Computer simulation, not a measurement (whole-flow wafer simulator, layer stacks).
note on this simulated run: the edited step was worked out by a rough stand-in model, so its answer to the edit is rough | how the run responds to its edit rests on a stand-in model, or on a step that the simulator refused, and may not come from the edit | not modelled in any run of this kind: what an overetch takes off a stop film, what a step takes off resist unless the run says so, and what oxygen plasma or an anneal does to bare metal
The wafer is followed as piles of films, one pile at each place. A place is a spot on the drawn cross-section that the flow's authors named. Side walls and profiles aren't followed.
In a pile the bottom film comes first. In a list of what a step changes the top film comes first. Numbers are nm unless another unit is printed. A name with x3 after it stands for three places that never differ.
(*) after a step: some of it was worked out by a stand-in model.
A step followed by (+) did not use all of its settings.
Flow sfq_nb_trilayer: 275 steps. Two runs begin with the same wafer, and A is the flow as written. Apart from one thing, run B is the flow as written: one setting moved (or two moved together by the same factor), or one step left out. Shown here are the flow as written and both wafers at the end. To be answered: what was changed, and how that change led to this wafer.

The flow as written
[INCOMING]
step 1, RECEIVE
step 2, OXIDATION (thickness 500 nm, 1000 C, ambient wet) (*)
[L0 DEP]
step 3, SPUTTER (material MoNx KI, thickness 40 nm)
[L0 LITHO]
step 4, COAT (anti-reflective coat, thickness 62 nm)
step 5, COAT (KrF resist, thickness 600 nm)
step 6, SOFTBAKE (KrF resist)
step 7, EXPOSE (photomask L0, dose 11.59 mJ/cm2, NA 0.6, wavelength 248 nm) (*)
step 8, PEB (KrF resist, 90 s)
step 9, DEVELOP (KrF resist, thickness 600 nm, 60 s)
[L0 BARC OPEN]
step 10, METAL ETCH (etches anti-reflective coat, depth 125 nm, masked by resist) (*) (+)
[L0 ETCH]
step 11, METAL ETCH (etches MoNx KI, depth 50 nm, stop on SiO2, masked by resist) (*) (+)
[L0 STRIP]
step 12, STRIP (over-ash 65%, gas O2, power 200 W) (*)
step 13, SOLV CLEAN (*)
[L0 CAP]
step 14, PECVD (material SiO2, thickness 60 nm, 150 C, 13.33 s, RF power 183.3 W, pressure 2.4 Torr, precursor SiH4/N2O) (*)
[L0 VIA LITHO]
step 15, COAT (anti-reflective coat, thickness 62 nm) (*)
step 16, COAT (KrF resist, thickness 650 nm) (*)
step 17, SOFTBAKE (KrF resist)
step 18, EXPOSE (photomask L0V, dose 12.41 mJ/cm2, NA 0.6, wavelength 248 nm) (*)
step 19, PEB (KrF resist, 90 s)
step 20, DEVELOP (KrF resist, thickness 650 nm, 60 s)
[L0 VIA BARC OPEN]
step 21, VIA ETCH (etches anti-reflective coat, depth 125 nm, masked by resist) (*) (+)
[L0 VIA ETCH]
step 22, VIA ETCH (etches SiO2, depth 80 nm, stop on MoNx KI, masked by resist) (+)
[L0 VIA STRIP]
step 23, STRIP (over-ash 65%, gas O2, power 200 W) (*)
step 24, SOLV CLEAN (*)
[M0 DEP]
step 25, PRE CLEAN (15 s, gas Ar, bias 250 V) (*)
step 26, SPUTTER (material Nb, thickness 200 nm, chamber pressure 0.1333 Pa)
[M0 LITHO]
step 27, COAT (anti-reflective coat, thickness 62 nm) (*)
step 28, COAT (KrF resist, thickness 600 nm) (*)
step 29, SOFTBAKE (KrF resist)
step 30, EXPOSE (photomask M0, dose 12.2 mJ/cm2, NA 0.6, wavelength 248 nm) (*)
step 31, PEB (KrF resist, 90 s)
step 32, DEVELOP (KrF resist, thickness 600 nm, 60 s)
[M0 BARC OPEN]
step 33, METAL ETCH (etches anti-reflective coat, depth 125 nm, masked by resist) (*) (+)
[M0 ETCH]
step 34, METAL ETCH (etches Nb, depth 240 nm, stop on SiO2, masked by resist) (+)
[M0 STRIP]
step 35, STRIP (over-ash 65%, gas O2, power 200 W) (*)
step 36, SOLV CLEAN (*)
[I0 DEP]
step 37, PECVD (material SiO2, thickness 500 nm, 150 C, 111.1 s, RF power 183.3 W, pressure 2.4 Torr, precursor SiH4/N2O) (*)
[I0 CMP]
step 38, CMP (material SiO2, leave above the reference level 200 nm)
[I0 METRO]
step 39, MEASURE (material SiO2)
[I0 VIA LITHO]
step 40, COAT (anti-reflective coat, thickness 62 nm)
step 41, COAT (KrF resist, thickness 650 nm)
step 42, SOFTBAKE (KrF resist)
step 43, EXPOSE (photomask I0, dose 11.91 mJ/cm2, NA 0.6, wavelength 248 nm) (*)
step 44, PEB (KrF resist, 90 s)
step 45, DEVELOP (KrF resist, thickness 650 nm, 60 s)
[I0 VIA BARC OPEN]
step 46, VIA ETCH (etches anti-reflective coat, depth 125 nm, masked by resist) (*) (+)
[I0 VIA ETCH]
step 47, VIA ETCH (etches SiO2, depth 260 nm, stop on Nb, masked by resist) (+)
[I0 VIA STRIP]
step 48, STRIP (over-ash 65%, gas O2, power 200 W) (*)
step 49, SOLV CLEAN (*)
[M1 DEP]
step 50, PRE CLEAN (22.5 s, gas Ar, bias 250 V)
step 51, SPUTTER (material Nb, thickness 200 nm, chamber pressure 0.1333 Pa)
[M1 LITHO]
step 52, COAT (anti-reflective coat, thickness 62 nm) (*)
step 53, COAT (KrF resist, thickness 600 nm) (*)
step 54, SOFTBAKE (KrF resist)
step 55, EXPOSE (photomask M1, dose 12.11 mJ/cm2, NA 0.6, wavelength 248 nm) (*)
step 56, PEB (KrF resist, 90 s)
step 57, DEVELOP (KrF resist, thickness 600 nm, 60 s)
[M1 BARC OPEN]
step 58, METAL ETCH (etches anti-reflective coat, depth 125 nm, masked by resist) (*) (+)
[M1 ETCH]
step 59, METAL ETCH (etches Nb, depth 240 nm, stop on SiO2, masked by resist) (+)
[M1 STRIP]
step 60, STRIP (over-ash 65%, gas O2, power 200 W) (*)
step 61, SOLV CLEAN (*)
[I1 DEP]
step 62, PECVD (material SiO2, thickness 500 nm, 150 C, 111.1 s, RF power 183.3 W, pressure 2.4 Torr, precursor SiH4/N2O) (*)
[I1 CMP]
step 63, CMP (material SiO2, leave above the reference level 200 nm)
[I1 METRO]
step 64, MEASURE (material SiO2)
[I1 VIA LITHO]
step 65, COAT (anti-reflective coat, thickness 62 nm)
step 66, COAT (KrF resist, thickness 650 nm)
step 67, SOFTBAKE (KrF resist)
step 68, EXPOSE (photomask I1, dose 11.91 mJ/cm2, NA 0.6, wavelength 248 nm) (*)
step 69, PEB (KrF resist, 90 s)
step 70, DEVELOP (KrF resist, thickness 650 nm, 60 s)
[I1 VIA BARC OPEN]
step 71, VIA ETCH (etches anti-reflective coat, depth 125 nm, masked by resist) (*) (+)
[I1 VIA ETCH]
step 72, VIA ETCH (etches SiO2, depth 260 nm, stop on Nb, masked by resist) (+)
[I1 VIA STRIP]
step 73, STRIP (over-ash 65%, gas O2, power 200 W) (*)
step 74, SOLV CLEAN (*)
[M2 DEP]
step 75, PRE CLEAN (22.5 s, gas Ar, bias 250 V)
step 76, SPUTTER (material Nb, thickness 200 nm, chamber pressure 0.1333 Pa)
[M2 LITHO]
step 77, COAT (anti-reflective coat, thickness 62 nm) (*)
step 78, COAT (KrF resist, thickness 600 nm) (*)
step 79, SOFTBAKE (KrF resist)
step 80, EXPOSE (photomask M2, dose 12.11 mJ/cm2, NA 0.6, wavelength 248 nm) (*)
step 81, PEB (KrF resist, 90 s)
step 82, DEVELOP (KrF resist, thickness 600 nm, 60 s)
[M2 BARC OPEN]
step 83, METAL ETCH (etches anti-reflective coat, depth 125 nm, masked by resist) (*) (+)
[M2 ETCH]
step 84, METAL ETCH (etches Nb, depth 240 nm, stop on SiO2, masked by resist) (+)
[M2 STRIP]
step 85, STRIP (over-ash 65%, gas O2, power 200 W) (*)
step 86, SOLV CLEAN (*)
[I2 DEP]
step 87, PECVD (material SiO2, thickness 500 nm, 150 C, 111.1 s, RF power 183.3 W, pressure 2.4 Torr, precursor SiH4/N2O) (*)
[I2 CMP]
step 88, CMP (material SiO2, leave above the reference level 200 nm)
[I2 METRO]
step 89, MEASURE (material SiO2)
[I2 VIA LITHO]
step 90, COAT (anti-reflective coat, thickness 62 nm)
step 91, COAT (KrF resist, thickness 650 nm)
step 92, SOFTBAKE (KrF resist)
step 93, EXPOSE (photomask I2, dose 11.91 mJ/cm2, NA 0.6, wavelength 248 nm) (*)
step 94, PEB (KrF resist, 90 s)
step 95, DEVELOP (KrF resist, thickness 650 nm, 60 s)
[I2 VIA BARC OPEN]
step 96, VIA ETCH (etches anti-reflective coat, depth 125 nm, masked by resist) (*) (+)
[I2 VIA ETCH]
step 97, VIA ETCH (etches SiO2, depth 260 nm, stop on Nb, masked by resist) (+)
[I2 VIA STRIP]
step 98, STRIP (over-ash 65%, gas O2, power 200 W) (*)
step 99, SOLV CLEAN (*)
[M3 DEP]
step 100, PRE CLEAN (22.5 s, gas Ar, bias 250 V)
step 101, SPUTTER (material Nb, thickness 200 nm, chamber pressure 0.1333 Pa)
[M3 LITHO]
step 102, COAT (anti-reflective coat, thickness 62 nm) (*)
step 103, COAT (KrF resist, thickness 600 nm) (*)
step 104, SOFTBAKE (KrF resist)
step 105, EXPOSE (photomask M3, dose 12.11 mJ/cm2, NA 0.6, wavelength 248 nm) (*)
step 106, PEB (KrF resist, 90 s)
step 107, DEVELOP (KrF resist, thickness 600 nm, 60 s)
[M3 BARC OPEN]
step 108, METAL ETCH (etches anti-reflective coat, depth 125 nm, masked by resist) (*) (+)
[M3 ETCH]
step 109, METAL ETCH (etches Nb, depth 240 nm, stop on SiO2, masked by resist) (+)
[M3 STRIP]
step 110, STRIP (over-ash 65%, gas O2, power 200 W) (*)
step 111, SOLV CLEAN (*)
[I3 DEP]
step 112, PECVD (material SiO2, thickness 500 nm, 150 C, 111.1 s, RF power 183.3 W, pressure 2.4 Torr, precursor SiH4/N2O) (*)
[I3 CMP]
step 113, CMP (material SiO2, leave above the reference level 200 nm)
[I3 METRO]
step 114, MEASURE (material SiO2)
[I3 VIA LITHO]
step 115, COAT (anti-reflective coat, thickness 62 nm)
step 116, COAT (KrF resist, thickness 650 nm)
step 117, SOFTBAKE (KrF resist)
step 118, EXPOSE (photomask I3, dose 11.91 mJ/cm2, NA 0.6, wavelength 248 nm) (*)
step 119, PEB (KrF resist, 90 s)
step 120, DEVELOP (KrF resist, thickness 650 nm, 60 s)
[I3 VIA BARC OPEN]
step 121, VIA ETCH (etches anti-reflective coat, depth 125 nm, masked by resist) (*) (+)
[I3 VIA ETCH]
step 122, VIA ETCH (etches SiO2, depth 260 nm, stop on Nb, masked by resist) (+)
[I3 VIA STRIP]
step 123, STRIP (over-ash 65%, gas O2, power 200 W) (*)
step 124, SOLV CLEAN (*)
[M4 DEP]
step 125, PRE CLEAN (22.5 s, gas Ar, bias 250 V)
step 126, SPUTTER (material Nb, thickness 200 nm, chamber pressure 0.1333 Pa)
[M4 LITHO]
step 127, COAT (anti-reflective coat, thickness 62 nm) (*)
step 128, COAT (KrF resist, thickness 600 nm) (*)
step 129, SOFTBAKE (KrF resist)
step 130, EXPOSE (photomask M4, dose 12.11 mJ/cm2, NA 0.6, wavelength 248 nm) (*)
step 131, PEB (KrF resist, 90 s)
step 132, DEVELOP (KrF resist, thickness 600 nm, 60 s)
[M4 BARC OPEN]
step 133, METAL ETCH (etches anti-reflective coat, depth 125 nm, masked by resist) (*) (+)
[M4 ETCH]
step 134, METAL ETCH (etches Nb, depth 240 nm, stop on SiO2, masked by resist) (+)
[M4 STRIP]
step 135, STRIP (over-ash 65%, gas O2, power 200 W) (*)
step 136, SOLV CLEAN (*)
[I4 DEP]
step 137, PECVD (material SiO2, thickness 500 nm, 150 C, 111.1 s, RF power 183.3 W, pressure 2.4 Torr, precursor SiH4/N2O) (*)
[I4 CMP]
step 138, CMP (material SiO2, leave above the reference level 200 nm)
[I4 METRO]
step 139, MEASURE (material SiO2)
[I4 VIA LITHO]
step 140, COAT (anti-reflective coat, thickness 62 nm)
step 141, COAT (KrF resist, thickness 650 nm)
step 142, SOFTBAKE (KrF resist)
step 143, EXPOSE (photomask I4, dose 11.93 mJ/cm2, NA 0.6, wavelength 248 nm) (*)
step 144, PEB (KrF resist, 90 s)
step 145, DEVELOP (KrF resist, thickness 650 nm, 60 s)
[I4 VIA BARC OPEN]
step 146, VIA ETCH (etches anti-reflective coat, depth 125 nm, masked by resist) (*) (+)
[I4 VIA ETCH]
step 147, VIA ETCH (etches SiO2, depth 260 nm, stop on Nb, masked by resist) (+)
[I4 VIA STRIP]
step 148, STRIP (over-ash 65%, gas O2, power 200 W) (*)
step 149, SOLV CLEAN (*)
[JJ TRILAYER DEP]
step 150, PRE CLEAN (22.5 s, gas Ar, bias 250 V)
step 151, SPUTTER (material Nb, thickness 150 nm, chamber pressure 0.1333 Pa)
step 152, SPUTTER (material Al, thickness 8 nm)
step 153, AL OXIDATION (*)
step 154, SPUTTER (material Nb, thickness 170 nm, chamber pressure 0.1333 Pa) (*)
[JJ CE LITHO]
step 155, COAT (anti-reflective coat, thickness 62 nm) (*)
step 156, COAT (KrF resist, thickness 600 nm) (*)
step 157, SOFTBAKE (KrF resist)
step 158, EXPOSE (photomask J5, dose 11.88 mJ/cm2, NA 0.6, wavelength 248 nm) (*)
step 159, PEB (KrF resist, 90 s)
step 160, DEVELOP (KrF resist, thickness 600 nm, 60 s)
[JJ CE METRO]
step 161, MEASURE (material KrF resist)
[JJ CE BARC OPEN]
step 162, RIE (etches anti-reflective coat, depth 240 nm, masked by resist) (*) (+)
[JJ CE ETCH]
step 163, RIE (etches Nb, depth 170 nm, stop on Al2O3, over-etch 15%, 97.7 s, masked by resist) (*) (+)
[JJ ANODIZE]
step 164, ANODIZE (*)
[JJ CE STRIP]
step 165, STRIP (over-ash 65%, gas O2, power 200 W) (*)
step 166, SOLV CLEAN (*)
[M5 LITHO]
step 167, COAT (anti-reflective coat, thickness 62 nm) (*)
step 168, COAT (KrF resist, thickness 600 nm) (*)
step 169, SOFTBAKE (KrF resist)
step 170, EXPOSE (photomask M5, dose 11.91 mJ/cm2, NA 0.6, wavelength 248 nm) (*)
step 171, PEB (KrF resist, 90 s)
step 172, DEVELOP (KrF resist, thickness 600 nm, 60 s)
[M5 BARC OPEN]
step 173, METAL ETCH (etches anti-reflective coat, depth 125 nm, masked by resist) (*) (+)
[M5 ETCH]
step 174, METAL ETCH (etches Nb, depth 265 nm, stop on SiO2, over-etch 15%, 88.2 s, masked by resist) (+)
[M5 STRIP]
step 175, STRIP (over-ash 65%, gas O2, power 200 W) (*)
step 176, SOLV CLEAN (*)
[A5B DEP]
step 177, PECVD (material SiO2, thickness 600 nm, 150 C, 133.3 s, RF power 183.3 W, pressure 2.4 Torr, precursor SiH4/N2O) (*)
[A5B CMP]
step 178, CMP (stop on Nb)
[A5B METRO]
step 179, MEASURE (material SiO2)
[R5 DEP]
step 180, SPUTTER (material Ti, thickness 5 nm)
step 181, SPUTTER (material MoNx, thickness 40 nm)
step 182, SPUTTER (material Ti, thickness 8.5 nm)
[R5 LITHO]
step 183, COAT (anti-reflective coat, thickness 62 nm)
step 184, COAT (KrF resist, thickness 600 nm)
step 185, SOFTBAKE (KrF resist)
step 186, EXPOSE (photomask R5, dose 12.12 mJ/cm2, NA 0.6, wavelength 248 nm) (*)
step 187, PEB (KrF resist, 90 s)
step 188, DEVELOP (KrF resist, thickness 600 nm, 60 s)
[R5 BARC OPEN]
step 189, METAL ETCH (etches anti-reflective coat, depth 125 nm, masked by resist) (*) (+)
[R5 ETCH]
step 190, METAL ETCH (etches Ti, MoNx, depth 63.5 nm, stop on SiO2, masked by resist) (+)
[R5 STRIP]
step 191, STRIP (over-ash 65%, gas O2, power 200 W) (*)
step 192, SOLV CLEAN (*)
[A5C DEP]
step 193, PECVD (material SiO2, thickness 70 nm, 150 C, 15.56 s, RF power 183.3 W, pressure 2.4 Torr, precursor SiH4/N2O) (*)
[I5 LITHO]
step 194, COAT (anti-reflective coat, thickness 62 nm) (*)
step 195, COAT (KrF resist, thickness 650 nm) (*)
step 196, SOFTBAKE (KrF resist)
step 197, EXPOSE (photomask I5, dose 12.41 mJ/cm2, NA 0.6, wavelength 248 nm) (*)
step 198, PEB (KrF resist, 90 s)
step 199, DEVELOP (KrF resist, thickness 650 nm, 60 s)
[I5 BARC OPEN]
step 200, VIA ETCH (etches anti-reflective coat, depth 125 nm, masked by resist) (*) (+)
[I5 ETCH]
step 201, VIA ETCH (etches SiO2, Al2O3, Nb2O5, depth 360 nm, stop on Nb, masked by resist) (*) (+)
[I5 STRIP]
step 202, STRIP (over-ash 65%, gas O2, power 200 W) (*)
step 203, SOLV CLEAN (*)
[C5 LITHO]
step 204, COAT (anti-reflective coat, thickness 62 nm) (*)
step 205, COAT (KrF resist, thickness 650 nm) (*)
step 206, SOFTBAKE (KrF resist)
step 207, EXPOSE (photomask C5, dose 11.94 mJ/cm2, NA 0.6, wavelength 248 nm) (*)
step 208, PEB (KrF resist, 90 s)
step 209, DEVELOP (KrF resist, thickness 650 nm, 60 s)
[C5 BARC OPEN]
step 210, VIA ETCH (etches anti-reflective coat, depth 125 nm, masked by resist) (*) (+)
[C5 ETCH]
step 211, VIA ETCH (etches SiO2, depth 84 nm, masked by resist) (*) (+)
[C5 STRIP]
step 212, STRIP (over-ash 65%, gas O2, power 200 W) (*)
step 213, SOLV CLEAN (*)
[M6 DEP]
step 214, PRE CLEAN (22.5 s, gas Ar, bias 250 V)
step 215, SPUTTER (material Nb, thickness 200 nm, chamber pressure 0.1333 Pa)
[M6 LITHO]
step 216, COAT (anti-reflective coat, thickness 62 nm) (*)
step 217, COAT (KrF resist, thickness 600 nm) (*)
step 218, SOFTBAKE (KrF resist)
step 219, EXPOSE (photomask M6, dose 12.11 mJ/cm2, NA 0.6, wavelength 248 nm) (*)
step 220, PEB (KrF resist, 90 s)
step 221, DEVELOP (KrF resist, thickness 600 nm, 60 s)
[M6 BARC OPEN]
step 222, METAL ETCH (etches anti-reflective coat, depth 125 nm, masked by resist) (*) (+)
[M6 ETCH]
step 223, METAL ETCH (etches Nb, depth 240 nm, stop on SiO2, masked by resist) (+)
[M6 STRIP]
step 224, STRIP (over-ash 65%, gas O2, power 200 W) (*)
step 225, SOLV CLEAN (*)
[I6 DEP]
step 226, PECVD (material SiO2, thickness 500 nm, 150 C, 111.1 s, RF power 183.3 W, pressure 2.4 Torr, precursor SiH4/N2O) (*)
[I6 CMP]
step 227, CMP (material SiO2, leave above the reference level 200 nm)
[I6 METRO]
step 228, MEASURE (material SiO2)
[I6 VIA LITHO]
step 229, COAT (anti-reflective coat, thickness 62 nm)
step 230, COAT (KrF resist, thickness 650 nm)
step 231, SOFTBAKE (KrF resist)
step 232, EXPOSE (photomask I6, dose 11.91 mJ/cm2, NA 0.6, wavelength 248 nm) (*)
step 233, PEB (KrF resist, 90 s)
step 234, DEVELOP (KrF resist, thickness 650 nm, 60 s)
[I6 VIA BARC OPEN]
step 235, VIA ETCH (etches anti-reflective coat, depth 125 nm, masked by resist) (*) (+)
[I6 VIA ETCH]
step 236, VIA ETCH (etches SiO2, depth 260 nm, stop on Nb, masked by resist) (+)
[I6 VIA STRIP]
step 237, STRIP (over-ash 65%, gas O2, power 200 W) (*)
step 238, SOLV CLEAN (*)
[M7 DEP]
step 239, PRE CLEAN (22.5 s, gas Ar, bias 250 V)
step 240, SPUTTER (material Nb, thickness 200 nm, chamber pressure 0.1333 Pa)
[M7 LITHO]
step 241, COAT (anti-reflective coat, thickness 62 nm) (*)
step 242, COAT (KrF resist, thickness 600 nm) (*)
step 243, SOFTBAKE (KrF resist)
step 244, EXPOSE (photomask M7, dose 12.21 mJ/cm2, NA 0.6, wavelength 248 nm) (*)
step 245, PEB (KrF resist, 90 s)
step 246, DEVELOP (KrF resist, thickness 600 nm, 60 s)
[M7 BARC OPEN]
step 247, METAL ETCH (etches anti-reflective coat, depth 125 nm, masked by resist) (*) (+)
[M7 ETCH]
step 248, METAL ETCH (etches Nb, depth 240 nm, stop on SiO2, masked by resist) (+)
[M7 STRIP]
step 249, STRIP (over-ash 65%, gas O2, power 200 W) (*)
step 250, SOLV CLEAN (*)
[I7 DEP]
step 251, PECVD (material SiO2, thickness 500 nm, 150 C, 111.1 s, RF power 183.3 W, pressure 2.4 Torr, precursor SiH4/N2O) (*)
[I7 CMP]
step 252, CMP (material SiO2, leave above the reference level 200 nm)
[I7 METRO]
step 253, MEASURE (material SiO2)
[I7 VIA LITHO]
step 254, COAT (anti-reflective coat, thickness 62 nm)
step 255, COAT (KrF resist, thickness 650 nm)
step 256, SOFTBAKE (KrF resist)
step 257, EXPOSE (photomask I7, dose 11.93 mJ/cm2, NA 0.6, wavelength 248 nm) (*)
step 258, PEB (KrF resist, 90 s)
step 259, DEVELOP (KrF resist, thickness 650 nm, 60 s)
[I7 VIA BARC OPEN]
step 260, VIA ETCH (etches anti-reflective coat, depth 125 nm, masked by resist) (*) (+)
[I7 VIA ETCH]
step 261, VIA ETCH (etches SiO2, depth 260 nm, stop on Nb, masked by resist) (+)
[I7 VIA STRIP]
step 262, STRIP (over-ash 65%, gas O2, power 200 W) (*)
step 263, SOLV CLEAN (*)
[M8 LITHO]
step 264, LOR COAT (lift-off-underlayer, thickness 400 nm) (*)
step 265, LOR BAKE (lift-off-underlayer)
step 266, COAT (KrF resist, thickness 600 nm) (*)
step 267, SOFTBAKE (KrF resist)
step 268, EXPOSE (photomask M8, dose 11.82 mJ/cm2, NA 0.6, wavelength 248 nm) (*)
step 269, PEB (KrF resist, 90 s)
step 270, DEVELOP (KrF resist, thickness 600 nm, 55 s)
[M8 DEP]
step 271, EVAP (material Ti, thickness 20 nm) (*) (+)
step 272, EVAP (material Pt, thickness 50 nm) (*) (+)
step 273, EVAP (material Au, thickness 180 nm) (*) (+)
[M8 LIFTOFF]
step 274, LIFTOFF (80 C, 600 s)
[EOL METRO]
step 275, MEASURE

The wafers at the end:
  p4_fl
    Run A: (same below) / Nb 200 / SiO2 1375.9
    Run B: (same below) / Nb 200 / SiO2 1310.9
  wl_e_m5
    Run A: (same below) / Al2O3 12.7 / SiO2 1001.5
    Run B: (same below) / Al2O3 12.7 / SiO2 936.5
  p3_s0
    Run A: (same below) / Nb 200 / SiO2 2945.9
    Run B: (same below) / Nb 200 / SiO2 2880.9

What caused this: step 226, PECVD: thickness 235 nm was run, though the flow has thickness 500 nm; step 226, PECVD: 52.22 s was run, where the flow has 111.1 s.

Step by step, how the change led to this:
  step 226, PECVD (material SiO2, thickness 500 nm, 150 C, 111.1 s, RF power 183.3 W, pressure 2.4 Torr, precursor SiH4/N2O) (*)
      field_l, p4_fl, p4_fm and 62 more: A +500 SiO2 | B +235 SiO2
      v_sur, via_wl, via_w and 21 more: A +500 SiO2 (new film) | B +235 SiO2 (new film)
      (and at 17 other places as well)
  step 227, CMP (material SiO2, leave above the reference level 200 nm)
      field_l, p4_fl, p4_fm and 59 more: A -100 SiO2 | B nothing
      moat, field_r, lsp_l, ln_m5, lsp_m: A -93.6 SiO2 | B nothing
      (and at 39 other places as well)
  step 229, COAT (anti-reflective coat, thickness 62 nm)
      p3_s1, p3_l3, p3_s3, p3_l4, p3_s4, p3_l5: A +62 anti-reflective coat (new film) | B +63.9 anti-reflective coat (new film)
      m0r_space_l, m0r_space_r, m7r_space_l, m7r_space_r: A +62 anti-reflective coat (new film) | B +81.1 anti-reflective coat (new film)
      (and at 83 other places as well)
  step 230, COAT (KrF resist, thickness 650 nm)
      lsp_r, l0v, wl_b_sl, m0r_space_l, m0r_space_r, m7r_space_l, m7r_space_r: A +650 KrF resist (new film) | B +671.3 KrF resist (new film)
      m0r_line_l, m0r_line_r, m7r_line_l, m7r_line_r: A +650 KrF resist (new film) | B +682.6 KrF resist (new film)
      (and at 70 other places as well)
  step 234, DEVELOP (KrF resist, thickness 650 nm, 60 s)
      via_v: A -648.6 KrF resist (all of it) | B -601.8 KrF resist (all of it)
  step 235, VIA ETCH (etches anti-reflective coat, depth 125 nm, masked by resist) (*) (+)
      field_l, v_sur, via_wl and 102 more: A -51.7 KrF resist | B -43.4 KrF resist
      via_v: A -62 anti-reflective coat (all of it), -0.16 SiO2 | B -52 anti-reflective coat (all of it), -0.13 SiO2
  step 237, STRIP (over-ash 65%, gas O2, power 200 W) (*)
      m0r_line_l, m0r_line_r, m7r_line_l, m7r_line_r: A -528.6 KrF resist (all of it), -62 anti-reflective coat (all of it) | B -569.4 KrF resist (all of it), -61.8 anti-reflective coat (all of it)
      m0r_space_l, m0r_space_r, m7r_space_l, m7r_space_r: A -528.6 KrF resist (all of it), -62 anti-reflective coat (all of it) | B -558.1 KrF resist (all of it), -81.1 anti-reflective coat (all of it)
      (and at 93 other places as well)
  step 240, SPUTTER (material Nb, thickness 200 nm, chamber pressure 0.1333 Pa)
      lsp_r, l0_sur, l0v: A +200 Nb (new film) | B +192.1 Nb (new film)
      be: A +200 Nb (new film) | B +132.4 Nb (new film)
      (and at 4 other places as well)
  step 241, COAT (anti-reflective coat, thickness 62 nm) (*)
      p3_s1, p3_l3, p3_s3, p3_l4, p3_s4, p3_l5: A +62 anti-reflective coat (new film) | B +63.8 anti-reflective coat (new film)
      p4_fl, wl_d_sr, wl_e_m5: A +62 anti-reflective coat (new film) | B +65.9 anti-reflective coat (new film)
      (and at 85 other places as well)
  step 242, COAT (KrF resist, thickness 600 nm) (*)
      wl_c_sl, wl_f_sl: A +600 KrF resist (new film) | B +619.1 KrF resist (new film)
      m0r_line_l, m7r_line_l: A +600 KrF resist (new film) | B +629.7 KrF resist (new film)
      (and at 77 other places as well)
  step 246, DEVELOP (KrF resist, thickness 600 nm, 60 s)
      m0r_space_l, m7r_space_l: A -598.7 KrF resist (all of it) | B -621 KrF resist (all of it)
      m0r_space_r, m7r_space_r: A -598.7 KrF resist (all of it) | B -620.2 KrF resist (all of it)
      (and at 36 other places as well)
  step 247, METAL ETCH (etches anti-reflective coat, depth 125 nm, masked by resist) (*) (+)
      m5r_linepad_l, m5r_linepad_r, m8r_pad_l, m8r_pad_r: A -62 anti-reflective coat (all of it) | B -125 anti-reflective coat
      v_sur, via_wl, via_w and 38 more: A -51.7 KrF resist | B -69.4 KrF resist
      (and at 51 other places as well)
  step 248, METAL ETCH (etches Nb, depth 240 nm, stop on SiO2, masked by resist) (+)
      m5r_linepad_l, m5r_linepad_r: A -200 Nb (all of it) | B -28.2 anti-reflective coat (all of it), -200 Nb (all of it)
      m8r_pad_l, m8r_pad_r: A -200 Nb (all of it) | B -3.91 anti-reflective coat (all of it), -200 Nb (all of it)
      (and at 2 other places as well)
  step 249, STRIP (over-ash 65%, gas O2, power 200 W) (*)
      v_sur: A -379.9 KrF resist (all of it), -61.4 anti-reflective coat (all of it) | B -300.4 KrF resist (all of it), -41.3 anti-reflective coat (all of it)
      via_wl: A -379.3 KrF resist (all of it), -61.3 anti-reflective coat (all of it) | B -302.8 KrF resist (all of it), -50.2 anti-reflective coat (all of it)
      (and at 39 other places as well)
  step 251, PECVD (material SiO2, thickness 500 nm, 150 C, 111.1 s, RF power 183.3 W, pressure 2.4 Torr, precursor SiH4/N2O) (*)
      wl_c_sl, m6r_space_l, m6r_space_r: A +500 SiO2 | B +522.1 SiO2
      be: A +500 SiO2 (new film) | B +343.4 SiO2 (new film)
      (and at 2 other places as well)
  step 252, CMP (material SiO2, leave above the reference level 200 nm)
      field_l, p4_fl, p4_fm and 53 more: A -100 SiO2 | B nothing
      field_r, lsp_l: A -77.7 SiO2 | B nothing
      (and at 23 other places as well)
  ... 8 further steps ...
  step 274, LIFTOFF (80 C, 600 s)
      m5r_line_l, m5r_line_r: A -180 Au (all of it), -50 Pt (all of it), -20 Ti (all of it), -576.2 KrF resist (all of it), -400 lift-off-underlayer (all of it) | B -180 Au (all of it), -50 Pt (all of it), -20 Ti (all of it), -582.3 KrF resist (all of it), -408.7 lift-off-underlayer (all of it)
      m5r_space_l, m5r_space_r: A -180 Au (all of it), -50 Pt (all of it), -20 Ti (all of it), -576.2 KrF resist (all of it), -400 lift-off-underlayer (all of it) | B -180 Au (all of it), -50 Pt (all of it), -20 Ti (all of it), -577.8 KrF resist (all of it), -415 lift-off-underlayer (all of it)
      (and at 51 other places as well)
